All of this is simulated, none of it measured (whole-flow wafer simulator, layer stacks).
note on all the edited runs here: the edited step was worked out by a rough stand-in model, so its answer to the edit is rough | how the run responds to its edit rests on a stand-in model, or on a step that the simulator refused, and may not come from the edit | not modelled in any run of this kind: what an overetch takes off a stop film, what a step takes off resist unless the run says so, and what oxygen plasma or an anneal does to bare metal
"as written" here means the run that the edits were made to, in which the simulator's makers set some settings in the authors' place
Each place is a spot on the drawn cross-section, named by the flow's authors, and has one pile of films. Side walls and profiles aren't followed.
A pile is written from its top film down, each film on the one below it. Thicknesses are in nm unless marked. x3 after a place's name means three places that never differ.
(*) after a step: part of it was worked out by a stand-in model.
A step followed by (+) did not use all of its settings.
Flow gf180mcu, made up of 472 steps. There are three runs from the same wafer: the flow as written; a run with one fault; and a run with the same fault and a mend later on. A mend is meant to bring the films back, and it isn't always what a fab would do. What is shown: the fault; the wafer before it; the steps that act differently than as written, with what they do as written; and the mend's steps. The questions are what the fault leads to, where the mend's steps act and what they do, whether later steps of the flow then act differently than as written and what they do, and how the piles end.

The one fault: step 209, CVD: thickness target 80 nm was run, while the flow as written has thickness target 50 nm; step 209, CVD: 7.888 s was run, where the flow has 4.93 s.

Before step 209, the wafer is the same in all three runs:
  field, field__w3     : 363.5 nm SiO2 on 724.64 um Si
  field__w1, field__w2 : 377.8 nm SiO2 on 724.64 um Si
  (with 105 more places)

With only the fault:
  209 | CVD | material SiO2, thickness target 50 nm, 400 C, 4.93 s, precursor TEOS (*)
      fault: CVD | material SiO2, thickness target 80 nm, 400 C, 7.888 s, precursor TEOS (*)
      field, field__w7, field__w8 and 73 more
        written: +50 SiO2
        fault: +78.9 SiO2
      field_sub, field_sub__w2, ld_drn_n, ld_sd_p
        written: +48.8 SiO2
        fault: +77 SiO2
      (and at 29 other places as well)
  Steps further on in the flow that do not act as written (9 more steps, not shown, differ only slightly: by at most 2% or 0.5 nm, whichever is larger):
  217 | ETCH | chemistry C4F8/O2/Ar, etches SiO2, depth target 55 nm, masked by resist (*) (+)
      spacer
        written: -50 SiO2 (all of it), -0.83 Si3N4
        fault: -55 SiO2
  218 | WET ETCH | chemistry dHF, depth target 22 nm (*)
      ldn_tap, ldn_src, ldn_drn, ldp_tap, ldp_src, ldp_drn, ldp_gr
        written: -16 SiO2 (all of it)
        fault: -41.5 SiO2
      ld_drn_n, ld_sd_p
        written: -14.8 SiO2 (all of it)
        fault: -40.2 SiO2
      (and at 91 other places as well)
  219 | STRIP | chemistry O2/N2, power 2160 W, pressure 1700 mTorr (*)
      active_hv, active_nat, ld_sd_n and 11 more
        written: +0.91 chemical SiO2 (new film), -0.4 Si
        fault: nothing
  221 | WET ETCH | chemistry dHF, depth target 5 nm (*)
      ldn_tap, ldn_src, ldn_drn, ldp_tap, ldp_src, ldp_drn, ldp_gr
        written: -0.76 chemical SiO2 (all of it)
        fault: -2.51 SiO2
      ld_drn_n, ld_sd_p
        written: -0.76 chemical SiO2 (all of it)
        fault: -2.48 SiO2 (all of it)
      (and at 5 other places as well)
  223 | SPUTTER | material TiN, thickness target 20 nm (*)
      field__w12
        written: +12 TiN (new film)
        fault: +12.7 TiN (new film)
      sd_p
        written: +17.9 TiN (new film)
        fault: +17 TiN (new film)
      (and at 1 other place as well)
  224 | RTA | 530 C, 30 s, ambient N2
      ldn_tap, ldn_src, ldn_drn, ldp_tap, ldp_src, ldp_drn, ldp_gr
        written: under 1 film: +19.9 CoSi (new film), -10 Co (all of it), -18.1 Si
        fault: nothing
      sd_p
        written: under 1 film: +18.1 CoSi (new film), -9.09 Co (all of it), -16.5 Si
        fault: under 1 film: +17.2 CoSi (new film), -8.66 Co (all of it), -15.7 Si
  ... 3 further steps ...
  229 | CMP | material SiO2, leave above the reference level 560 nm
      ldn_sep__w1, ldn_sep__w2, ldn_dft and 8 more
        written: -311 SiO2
        fault: -321.8 SiO2
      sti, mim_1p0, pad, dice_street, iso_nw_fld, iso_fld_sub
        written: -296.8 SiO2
        fault: -307.6 SiO2
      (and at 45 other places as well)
  By the end, the piles at sd_p, ldn_tap, ldn_src, ldn_drn, ldp_tap, ldp_src, ldp_drn, ldp_gr depart from the flow's by more than 2% or 0.5 nm, whichever is larger.
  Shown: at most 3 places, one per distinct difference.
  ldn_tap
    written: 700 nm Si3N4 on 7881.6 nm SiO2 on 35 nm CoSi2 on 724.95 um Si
    fault: 700 nm Si3N4 on 7879.7 nm SiO2 on 724.98 um Si
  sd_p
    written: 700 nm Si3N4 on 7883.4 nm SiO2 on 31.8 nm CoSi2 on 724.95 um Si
    fault: 700 nm Si3N4 on 7883.3 nm SiO2 on 30.3 nm CoSi2 on 724.95 um Si

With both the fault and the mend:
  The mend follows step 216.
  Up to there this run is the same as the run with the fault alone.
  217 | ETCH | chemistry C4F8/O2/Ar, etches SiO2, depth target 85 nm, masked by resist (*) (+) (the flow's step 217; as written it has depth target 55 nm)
      field, field__w1, field__w2 and 96 more
        -85 SiO2
      field__w5, field__w9, field__w13 and 8 more
        -17 resist
      spacer
        -78.9 SiO2 (all of it), -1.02 Si3N4
  Steps further on in the flow that do not act as written (3 more steps, not shown, differ only slightly: by at most 2% or 0.5 nm, whichever is larger):
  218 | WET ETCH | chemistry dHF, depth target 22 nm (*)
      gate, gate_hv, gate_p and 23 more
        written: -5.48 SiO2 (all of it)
        mend: -4.33 SiO2 (all of it)
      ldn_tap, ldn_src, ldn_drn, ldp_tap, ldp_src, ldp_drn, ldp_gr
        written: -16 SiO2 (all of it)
        mend: -14.8 SiO2 (all of it)
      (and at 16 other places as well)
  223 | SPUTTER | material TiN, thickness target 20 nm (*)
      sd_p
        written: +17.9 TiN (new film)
        mend: +17 TiN (new film)
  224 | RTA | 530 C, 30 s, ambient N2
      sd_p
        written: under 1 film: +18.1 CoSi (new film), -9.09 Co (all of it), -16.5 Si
        mend: under 1 film: +17.2 CoSi (new film), -8.66 Co (all of it), -15.7 Si
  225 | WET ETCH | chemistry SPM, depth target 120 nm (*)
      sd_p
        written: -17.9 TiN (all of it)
        mend: -17 TiN (all of it)
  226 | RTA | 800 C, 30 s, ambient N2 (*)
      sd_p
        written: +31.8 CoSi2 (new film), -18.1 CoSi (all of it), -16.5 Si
        mend: +30.3 CoSi2 (new film), -17.2 CoSi (all of it), -15.7 Si
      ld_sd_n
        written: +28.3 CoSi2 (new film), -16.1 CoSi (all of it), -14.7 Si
        mend: +29 CoSi2 (new film), -16.5 CoSi (all of it), -15 Si
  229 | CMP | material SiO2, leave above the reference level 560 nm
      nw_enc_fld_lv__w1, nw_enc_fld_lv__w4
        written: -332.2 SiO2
        mend: -360 SiO2
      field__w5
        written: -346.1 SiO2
        mend: -376.8 SiO2
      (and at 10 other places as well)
  By the end, the piles at sd_p, ld_sd_n depart from the flow's by more than 2% or 0.5 nm, whichever is larger.
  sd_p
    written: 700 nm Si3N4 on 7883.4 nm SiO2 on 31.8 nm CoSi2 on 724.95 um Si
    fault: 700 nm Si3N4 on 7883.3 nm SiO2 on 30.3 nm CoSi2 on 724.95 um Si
    mend: 700 nm Si3N4 on 7883.3 nm SiO2 on 30.3 nm CoSi2 on 724.95 um Si
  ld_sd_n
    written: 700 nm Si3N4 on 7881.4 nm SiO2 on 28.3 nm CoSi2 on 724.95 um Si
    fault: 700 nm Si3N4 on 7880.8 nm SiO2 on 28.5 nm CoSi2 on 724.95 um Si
    mend: 700 nm Si3N4 on 7881.4 nm SiO2 on 29 nm CoSi2 on 724.95 um Si
